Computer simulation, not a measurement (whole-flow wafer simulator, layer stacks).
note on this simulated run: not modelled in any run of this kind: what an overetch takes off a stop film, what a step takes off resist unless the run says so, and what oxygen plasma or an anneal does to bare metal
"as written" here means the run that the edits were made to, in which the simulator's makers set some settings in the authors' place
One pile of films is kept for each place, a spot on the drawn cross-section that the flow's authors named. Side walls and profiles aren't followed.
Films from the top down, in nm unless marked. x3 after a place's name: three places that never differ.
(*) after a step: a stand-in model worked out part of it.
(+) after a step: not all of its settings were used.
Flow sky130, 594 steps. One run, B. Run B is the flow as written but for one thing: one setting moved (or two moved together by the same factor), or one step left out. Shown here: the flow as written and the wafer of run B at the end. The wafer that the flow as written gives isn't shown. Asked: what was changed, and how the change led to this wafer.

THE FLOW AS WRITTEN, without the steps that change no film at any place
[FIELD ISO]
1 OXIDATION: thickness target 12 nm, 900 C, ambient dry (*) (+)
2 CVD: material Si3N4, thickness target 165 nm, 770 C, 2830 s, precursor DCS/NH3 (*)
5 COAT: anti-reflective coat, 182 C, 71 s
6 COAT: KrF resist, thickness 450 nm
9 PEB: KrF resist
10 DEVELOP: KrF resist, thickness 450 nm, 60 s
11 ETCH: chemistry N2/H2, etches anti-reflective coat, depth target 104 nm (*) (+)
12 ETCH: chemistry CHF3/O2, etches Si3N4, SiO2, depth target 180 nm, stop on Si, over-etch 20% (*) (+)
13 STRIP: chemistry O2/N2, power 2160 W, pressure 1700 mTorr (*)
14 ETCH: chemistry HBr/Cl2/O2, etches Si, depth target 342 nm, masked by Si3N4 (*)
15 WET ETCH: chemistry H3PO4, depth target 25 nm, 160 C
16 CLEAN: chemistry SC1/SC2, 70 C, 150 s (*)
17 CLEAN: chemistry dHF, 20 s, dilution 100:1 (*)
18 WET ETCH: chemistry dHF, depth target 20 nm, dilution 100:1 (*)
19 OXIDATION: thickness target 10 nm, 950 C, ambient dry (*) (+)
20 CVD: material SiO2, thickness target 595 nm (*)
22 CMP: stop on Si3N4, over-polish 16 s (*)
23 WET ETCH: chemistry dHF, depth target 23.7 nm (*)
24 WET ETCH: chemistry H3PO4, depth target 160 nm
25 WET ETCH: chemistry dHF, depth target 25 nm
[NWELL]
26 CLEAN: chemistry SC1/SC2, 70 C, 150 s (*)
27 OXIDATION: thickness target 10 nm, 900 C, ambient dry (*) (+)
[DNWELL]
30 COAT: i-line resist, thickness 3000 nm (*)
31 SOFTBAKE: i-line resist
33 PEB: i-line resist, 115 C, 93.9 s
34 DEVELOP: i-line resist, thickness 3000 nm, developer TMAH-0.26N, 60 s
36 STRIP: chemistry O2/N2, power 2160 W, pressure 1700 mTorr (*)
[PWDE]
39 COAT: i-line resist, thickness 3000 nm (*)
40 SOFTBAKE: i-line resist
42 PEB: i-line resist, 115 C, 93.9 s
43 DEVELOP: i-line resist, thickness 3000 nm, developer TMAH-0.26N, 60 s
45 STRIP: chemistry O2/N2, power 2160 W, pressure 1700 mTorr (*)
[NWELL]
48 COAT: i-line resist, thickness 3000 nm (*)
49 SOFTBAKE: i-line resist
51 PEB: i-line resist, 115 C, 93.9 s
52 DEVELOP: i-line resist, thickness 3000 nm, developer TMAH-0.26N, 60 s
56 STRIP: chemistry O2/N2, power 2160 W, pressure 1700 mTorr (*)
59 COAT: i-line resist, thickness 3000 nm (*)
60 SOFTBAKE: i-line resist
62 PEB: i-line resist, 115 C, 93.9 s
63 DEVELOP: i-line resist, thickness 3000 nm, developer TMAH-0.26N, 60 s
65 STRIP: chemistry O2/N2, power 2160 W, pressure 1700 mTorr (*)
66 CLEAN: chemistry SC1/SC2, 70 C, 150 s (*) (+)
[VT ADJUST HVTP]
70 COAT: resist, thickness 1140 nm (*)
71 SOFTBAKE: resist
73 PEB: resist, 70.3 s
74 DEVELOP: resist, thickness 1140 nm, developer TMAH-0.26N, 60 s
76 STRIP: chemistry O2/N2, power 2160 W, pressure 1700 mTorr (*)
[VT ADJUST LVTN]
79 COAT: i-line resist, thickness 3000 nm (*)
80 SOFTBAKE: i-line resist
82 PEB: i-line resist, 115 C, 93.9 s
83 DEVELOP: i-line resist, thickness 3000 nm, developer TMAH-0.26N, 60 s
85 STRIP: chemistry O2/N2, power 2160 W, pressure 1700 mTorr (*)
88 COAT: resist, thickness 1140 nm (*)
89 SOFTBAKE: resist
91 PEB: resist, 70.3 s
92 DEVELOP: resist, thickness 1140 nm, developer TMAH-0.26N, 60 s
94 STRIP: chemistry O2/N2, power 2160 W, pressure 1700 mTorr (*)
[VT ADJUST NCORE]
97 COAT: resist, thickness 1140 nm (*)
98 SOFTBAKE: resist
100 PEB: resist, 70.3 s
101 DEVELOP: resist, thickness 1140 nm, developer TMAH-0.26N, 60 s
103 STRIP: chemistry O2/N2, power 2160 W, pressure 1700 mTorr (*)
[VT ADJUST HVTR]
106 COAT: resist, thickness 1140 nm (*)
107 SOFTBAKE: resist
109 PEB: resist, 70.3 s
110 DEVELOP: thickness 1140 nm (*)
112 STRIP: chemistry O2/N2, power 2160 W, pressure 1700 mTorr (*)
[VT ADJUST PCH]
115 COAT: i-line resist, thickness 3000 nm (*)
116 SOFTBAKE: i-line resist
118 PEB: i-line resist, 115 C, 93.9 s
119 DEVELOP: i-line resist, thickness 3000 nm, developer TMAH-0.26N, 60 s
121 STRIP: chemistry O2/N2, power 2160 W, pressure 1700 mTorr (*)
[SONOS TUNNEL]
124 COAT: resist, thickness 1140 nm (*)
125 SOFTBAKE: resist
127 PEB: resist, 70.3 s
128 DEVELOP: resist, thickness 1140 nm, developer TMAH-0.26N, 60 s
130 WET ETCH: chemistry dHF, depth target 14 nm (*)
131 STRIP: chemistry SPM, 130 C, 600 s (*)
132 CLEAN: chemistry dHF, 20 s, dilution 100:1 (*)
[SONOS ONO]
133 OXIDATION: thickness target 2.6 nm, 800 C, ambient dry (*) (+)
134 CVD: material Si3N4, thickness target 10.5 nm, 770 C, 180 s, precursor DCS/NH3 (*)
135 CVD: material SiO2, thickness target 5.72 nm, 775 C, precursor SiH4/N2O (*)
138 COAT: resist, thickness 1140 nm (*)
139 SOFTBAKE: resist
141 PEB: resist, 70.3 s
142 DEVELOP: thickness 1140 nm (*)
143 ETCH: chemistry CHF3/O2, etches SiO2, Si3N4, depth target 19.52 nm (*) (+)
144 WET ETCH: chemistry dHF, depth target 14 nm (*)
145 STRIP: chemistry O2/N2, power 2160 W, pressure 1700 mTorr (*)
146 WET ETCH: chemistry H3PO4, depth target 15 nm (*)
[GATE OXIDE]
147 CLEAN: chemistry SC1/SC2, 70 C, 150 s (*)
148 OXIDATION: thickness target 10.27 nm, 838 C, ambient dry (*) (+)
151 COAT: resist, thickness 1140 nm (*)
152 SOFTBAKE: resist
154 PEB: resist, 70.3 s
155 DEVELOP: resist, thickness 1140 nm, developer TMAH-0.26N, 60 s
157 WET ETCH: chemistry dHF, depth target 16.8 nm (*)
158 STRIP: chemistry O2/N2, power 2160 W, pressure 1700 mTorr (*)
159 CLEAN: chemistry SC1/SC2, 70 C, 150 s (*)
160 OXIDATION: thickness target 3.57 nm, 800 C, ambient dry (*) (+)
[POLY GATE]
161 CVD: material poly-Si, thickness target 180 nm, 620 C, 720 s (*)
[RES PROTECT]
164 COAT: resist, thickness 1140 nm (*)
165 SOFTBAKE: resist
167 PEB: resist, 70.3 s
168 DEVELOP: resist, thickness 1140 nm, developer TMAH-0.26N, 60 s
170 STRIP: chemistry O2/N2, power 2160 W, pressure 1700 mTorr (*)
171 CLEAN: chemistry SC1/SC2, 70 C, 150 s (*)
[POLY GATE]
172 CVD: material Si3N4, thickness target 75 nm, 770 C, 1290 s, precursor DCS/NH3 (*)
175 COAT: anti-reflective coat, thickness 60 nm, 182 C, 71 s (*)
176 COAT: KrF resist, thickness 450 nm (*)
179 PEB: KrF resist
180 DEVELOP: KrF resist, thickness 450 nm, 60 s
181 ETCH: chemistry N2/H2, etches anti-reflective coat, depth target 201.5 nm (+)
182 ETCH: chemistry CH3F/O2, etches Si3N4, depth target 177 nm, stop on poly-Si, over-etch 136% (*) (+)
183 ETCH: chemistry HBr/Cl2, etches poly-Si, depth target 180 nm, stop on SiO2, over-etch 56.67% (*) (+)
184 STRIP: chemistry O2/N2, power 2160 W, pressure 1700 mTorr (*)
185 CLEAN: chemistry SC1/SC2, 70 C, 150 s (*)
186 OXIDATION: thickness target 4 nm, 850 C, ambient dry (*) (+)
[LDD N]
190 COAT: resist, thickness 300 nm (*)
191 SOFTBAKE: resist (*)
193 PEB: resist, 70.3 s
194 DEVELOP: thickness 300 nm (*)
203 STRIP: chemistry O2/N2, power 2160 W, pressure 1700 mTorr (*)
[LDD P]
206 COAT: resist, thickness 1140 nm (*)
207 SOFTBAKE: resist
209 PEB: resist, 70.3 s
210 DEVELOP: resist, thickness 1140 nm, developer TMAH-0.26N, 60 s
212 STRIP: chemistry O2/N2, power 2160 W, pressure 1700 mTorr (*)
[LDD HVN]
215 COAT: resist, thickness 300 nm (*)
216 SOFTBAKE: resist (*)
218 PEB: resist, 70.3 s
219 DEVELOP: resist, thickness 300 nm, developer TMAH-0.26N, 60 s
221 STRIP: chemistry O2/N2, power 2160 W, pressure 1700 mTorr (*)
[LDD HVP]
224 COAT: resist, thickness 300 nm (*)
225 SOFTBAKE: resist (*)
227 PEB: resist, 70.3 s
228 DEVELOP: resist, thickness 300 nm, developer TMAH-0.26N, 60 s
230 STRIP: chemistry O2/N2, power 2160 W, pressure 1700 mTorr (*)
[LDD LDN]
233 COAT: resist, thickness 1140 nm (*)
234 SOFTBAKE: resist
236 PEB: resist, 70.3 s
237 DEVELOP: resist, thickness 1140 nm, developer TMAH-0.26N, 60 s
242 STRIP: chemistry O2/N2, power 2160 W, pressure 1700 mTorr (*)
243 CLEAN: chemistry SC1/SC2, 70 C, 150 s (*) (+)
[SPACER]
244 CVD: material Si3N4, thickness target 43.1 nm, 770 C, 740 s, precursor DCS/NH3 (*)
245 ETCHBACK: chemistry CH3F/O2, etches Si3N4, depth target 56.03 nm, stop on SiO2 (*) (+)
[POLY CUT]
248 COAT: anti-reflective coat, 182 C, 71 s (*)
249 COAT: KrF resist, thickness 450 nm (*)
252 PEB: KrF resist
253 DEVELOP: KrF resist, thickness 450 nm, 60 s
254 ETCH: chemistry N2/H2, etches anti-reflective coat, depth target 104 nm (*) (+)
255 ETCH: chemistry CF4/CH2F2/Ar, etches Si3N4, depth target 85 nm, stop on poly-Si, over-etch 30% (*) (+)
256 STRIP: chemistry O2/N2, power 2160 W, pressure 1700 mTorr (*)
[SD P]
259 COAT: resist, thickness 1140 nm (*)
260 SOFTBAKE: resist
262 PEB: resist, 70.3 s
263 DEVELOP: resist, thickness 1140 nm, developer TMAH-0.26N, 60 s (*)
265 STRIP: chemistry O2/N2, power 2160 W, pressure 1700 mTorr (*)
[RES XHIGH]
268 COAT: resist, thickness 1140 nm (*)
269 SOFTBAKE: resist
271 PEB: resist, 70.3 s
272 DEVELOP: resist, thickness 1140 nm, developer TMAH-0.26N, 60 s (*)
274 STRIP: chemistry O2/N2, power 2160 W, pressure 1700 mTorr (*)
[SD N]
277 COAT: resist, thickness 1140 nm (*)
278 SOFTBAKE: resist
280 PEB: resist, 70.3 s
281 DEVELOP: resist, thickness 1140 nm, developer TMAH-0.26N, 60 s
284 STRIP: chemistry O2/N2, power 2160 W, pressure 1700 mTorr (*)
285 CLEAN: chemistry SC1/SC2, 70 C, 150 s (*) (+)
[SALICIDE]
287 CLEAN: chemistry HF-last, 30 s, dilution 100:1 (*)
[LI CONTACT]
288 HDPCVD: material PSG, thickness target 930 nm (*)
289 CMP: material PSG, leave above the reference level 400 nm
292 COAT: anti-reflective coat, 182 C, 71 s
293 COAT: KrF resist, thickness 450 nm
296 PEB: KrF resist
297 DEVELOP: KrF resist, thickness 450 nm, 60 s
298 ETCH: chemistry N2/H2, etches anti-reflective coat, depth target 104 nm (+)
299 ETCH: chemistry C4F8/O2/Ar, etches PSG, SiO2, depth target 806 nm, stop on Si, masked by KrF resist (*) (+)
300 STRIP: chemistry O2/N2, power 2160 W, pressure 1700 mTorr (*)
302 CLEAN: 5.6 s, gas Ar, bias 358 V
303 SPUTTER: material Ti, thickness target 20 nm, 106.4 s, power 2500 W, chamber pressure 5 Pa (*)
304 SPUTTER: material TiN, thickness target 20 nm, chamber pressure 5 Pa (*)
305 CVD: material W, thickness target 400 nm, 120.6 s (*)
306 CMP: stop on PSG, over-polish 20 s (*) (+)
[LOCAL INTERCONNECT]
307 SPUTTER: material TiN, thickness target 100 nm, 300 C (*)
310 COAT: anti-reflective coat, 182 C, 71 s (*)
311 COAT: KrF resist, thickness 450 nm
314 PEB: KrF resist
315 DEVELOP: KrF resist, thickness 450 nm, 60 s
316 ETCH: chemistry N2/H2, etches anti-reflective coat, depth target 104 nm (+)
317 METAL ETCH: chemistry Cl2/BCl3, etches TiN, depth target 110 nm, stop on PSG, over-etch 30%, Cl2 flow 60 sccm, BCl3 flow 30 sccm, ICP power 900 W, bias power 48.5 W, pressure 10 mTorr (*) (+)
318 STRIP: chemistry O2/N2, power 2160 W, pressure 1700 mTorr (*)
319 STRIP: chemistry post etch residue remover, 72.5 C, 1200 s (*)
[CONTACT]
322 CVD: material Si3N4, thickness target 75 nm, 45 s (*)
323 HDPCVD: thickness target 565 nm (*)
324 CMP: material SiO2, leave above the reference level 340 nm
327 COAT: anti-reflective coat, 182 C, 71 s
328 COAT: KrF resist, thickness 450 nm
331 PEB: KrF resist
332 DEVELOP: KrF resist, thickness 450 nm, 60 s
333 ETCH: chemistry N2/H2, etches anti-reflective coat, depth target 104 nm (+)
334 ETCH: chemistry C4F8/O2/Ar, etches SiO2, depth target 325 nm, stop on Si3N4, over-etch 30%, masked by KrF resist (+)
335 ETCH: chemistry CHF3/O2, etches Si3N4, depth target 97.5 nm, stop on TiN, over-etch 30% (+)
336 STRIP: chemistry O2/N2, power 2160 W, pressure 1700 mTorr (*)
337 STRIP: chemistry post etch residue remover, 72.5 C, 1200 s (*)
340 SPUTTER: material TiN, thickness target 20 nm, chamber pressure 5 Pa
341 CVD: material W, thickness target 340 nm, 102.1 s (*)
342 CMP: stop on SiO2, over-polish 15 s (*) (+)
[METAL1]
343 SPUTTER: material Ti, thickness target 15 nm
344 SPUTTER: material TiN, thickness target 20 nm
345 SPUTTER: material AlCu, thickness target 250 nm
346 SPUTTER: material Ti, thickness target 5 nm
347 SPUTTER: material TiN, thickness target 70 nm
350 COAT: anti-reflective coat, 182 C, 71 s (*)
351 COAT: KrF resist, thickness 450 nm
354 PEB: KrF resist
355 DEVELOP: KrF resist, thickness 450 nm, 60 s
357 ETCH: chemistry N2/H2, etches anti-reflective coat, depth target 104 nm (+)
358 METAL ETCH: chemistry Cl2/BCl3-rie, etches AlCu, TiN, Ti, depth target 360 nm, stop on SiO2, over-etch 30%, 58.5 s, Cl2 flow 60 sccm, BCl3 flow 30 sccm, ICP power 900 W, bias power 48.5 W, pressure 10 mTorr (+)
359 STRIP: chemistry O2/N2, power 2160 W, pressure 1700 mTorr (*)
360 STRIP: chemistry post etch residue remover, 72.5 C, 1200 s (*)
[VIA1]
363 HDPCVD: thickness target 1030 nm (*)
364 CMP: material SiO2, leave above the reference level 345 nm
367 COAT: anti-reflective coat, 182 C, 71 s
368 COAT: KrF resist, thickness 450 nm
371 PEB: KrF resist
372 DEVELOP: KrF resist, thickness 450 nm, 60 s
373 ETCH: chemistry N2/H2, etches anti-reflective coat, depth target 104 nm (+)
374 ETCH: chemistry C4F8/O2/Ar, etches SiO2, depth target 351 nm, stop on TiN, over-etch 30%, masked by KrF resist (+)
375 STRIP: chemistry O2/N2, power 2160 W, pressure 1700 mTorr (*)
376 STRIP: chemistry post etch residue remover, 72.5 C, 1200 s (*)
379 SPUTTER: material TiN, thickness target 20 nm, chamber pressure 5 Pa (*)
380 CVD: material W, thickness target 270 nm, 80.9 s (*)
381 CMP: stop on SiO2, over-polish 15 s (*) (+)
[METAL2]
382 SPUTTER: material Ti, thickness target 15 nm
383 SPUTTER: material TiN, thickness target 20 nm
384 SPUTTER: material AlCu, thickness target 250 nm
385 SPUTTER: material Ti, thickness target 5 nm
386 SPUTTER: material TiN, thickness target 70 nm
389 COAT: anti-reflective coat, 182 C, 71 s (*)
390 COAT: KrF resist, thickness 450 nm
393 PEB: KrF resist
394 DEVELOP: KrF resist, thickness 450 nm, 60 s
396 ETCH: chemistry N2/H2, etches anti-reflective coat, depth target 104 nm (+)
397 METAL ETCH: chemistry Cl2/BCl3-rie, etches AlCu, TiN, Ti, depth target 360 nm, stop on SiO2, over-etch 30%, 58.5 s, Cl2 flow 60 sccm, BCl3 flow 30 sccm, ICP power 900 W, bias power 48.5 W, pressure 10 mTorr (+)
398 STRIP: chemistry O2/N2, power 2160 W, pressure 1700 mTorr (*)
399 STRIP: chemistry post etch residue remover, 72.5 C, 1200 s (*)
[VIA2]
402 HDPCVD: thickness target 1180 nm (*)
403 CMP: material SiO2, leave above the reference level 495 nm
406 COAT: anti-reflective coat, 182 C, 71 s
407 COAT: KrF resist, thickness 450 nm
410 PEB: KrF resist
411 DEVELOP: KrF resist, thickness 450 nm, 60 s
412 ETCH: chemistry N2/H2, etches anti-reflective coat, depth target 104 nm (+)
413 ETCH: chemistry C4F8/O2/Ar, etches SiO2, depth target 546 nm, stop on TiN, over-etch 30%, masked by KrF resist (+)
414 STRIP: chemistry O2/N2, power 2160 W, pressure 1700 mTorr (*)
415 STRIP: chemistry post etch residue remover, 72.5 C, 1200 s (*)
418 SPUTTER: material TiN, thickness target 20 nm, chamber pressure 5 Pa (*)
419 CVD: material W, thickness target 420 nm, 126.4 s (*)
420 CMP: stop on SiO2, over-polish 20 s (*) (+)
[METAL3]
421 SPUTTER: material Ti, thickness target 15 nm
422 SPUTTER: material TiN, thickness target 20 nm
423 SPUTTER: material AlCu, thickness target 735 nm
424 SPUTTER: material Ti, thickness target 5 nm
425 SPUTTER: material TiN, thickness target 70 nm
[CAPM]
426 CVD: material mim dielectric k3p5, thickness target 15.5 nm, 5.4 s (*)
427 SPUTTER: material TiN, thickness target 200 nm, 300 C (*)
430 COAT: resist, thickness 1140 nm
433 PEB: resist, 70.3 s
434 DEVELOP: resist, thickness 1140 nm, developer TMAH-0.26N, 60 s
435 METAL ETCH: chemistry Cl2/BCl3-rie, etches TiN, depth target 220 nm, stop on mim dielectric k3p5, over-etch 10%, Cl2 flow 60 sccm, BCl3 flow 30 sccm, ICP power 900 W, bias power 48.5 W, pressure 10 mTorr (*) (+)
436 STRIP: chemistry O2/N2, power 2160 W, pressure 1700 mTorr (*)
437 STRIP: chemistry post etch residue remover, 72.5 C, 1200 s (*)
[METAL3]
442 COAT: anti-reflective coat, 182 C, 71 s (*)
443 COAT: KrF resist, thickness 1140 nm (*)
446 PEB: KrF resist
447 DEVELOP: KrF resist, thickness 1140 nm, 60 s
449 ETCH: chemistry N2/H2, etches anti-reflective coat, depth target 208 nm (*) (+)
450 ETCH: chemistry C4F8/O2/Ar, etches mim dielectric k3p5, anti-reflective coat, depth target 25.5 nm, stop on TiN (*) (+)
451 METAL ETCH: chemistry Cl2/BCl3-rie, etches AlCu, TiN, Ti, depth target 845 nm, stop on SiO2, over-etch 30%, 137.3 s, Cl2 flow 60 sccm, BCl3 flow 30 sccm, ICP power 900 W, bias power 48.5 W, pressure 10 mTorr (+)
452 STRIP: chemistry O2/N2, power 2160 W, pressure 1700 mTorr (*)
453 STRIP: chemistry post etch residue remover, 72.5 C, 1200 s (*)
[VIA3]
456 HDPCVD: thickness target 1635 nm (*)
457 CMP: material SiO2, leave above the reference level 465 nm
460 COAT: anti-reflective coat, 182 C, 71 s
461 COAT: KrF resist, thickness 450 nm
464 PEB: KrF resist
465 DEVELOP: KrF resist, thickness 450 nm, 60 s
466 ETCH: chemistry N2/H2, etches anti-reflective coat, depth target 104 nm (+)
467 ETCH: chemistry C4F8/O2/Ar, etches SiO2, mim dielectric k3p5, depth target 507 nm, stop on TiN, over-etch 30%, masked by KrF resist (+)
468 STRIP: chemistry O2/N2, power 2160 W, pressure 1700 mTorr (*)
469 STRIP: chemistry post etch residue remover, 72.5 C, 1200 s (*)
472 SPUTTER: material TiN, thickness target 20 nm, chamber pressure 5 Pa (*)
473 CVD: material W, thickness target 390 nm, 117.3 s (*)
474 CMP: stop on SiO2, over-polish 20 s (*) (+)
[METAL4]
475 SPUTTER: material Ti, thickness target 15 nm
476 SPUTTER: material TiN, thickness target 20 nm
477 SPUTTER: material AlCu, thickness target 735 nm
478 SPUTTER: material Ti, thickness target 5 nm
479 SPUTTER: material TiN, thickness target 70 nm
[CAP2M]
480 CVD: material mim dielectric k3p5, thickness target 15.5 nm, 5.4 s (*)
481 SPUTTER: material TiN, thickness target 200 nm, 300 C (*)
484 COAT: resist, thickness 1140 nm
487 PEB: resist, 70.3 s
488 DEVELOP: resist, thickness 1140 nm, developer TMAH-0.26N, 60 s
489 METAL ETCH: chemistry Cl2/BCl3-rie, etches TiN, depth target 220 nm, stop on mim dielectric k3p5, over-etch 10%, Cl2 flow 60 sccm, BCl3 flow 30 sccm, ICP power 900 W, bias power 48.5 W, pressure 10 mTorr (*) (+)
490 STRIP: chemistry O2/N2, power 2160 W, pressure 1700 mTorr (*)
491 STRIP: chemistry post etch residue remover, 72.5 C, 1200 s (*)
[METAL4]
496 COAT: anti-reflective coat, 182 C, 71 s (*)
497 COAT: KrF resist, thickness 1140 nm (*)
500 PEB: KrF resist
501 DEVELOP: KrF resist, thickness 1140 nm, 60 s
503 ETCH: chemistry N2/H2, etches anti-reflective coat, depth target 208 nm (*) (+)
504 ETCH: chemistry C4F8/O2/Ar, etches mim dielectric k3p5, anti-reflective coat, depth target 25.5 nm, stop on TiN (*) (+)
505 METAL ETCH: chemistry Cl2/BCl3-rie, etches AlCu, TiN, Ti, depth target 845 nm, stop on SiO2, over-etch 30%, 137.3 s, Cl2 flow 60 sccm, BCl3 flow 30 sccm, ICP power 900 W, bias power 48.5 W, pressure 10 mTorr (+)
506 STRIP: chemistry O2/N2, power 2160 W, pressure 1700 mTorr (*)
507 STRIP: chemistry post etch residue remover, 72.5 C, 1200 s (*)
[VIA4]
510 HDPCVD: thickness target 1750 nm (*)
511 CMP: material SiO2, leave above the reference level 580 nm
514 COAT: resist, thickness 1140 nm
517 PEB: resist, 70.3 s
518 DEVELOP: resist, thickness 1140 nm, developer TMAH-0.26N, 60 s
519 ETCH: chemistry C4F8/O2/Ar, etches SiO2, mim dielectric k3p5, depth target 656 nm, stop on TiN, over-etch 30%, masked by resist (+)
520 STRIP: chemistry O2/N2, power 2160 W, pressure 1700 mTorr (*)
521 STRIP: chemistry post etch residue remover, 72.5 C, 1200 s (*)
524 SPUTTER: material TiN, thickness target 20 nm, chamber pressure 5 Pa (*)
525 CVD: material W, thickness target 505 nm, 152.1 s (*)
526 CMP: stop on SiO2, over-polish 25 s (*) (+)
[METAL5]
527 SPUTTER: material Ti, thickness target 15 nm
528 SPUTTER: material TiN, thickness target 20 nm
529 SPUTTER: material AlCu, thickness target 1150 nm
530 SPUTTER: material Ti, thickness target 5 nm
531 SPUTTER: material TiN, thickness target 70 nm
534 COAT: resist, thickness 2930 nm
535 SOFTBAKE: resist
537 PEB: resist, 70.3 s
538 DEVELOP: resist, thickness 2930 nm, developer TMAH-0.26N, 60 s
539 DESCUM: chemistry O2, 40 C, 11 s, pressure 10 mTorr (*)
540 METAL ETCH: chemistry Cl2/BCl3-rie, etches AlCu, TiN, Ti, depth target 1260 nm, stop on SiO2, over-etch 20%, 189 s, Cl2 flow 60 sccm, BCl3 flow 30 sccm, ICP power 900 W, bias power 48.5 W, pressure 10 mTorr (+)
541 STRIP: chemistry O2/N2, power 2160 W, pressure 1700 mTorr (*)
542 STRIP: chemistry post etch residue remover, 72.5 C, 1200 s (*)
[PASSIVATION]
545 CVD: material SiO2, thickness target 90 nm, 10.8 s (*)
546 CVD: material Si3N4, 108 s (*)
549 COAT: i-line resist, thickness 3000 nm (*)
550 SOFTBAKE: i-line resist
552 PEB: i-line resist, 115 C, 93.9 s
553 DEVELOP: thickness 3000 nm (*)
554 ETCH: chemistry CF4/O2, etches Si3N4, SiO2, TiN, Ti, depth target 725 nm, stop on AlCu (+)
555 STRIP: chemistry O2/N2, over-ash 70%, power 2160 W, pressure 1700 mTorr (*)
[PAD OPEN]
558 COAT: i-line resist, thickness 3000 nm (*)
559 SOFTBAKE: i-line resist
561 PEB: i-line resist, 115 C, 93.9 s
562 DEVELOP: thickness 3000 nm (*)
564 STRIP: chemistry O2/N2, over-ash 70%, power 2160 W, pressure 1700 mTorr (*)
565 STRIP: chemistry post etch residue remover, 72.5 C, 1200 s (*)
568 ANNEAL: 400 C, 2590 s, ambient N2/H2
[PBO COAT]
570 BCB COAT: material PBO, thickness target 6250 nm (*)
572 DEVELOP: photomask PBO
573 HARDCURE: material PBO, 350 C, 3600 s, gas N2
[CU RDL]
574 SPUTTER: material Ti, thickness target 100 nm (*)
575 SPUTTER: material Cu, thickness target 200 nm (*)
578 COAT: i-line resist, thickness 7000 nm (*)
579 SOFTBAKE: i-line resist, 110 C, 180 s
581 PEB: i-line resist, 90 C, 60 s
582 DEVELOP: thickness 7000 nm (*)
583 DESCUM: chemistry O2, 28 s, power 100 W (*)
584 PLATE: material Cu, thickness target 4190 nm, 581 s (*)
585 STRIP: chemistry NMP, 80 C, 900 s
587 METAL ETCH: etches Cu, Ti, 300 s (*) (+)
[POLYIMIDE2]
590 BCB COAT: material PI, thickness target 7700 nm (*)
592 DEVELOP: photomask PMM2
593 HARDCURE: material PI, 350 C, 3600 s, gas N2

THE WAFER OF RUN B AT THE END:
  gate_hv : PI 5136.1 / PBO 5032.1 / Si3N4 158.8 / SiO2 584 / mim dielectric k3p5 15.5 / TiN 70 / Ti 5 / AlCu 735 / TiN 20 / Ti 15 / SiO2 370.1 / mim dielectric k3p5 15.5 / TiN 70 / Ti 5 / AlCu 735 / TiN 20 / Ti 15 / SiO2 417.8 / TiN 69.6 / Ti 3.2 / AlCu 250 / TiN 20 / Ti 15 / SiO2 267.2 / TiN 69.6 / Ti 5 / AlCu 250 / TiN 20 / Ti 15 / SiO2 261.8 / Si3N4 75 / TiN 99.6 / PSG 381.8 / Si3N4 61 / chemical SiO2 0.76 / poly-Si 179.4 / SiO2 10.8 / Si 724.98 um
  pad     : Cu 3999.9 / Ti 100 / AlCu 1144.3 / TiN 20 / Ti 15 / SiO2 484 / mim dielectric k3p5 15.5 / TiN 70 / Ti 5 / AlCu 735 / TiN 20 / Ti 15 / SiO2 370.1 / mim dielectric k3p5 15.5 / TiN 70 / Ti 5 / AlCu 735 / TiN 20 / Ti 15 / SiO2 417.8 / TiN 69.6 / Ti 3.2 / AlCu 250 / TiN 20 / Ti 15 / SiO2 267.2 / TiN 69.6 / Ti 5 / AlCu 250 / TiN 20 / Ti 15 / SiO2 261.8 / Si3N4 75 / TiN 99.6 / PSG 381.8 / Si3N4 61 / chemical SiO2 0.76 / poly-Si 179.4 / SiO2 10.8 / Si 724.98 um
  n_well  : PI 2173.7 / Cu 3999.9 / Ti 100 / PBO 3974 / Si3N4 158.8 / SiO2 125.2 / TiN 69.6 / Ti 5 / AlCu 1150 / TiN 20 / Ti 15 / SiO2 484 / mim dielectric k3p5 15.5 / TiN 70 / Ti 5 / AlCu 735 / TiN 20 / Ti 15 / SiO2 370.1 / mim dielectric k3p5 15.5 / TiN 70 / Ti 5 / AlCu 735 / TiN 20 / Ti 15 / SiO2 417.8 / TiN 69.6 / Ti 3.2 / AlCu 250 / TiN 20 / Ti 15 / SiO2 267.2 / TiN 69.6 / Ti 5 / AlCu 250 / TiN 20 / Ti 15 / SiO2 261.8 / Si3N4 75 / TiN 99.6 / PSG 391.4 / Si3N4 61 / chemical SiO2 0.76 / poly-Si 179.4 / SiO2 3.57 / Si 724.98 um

The cause: step 385, SPUTTER: thickness target 3.2 nm was run, where the flow has thickness target 5 nm.
It can be read off the wafer: gate_hv has Ti 3.2, and step 385 as written asks for 5 nm.

How the change led to this, step by step:
  385 SPUTTER: material Ti, thickness target 5 nm
      field, active, n_well and 188 more: Ti +3.2 (new film) (as written it would be: Ti +5 (new film))
  397 METAL ETCH: chemistry Cl2/BCl3-rie, etches AlCu, TiN, Ti, depth target 360 nm, stop on SiO2, over-etch 30%, 58.5 s, Cl2 flow 60 sccm, BCl3 flow 30 sccm, ICP power 900 W, bias power 48.5 W, pressure 10 mTorr (+)
      field, active, gate and 82 more: TiN -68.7 (all of it), Ti -3.2 (all of it), AlCu -250 (all of it), TiN -20 (all of it), Ti -15 (all of it), SiO2 -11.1 (as written it would be: TiN -68.7 (all of it), Ti -5 (all of it), AlCu -250 (all of it), TiN -20 (all of it), Ti -15 (all of it), SiO2 -10.9)
